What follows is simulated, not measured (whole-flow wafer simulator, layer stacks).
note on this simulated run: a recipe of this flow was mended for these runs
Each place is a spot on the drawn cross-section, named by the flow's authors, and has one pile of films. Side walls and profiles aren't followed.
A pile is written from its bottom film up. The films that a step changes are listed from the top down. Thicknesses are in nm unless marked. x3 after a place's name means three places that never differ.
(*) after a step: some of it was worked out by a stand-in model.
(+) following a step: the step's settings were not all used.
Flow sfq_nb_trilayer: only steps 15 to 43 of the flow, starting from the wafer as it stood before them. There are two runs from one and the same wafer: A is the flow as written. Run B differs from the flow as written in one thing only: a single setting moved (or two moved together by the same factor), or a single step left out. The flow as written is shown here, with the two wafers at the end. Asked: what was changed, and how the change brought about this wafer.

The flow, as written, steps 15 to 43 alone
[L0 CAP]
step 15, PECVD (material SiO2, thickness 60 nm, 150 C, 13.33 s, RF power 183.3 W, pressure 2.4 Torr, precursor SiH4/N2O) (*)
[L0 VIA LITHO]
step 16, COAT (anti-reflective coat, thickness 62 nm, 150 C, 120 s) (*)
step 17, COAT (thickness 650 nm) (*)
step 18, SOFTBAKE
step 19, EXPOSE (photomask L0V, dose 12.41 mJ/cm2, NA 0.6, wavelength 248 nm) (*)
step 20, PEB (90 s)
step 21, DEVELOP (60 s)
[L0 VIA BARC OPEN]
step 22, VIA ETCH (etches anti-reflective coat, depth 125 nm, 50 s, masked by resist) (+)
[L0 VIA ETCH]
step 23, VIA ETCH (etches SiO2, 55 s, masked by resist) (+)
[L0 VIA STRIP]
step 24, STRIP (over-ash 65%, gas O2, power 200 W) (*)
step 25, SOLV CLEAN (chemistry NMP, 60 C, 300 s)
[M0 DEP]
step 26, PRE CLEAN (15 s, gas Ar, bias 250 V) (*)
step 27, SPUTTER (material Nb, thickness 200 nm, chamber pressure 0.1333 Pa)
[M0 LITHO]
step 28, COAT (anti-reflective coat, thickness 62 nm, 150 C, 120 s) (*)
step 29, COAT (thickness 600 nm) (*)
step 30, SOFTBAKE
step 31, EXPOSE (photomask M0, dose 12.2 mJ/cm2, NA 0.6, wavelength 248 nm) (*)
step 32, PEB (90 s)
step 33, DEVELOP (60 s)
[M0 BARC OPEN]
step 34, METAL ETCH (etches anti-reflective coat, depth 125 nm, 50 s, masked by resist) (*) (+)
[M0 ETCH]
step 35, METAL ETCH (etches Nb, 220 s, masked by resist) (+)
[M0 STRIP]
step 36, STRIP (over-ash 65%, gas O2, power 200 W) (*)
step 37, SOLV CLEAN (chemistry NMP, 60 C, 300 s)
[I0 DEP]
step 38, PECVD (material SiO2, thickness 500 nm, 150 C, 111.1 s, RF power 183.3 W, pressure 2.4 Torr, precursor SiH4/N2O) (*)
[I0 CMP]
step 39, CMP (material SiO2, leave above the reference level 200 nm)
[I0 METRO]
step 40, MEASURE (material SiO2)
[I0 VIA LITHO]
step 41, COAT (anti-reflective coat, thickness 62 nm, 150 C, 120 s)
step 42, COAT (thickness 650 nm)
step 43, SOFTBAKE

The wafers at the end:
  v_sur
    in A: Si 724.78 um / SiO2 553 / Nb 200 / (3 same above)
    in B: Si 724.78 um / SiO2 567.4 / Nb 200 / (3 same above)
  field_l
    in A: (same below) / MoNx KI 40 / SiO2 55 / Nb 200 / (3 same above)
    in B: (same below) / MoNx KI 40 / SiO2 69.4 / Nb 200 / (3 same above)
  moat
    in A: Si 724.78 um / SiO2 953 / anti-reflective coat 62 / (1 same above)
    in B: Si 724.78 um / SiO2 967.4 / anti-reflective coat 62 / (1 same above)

What caused this: step 15, PECVD: thickness 74.4 nm was run, though the flow has thickness 60 nm; step 15, PECVD: 16.53 s was run, where the flow has 13.33 s.

Step by step, how the change led to this:
  step 15, PECVD (material SiO2, thickness 60 nm, 150 C, 13.33 s, RF power 183.3 W, pressure 2.4 Torr, precursor SiH4/N2O) (*)
      v_sur, via_wl, via_w and 97 more: A +60 SiO2 | B +74.4 SiO2
      field_l, l0_sur, l0v, l0r_line_l, l0r_line_c, l0r_line_r: A +60 SiO2 (new film) | B +74.4 SiO2 (new film)
  step 23, VIA ETCH (etches SiO2, 55 s, masked by resist) (+)
      l0v: A -59.7 SiO2 (all of it), -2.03 MoNx KI | B -74.1 SiO2 (all of it), -0.59 MoNx KI
  step 28, COAT (anti-reflective coat, thickness 62 nm, 150 C, 120 s) (*)
      l0_sur: A +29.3 anti-reflective coat (new film) | B +25.3 anti-reflective coat (new film)
      l0v: A +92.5 anti-reflective coat (new film) | B +96.6 anti-reflective coat (new film)
  step 36, STRIP (over-ash 65%, gas O2, power 200 W) (*)
      l0_sur: A -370 KrF-resist-other-grade (all of it), -29.3 anti-reflective coat (all of it) | B -371.6 KrF-resist-other-grade (all of it), -25.3 anti-reflective coat (all of it)
      l0v: A -374.1 KrF-resist-other-grade (all of it), -92.5 anti-reflective coat (all of it) | B -382.1 KrF-resist-other-grade (all of it), -96.6 anti-reflective coat (all of it)
  step 39, CMP (material SiO2, leave above the reference level 200 nm)
      l0v: A -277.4 SiO2 | B -262.2 SiO2
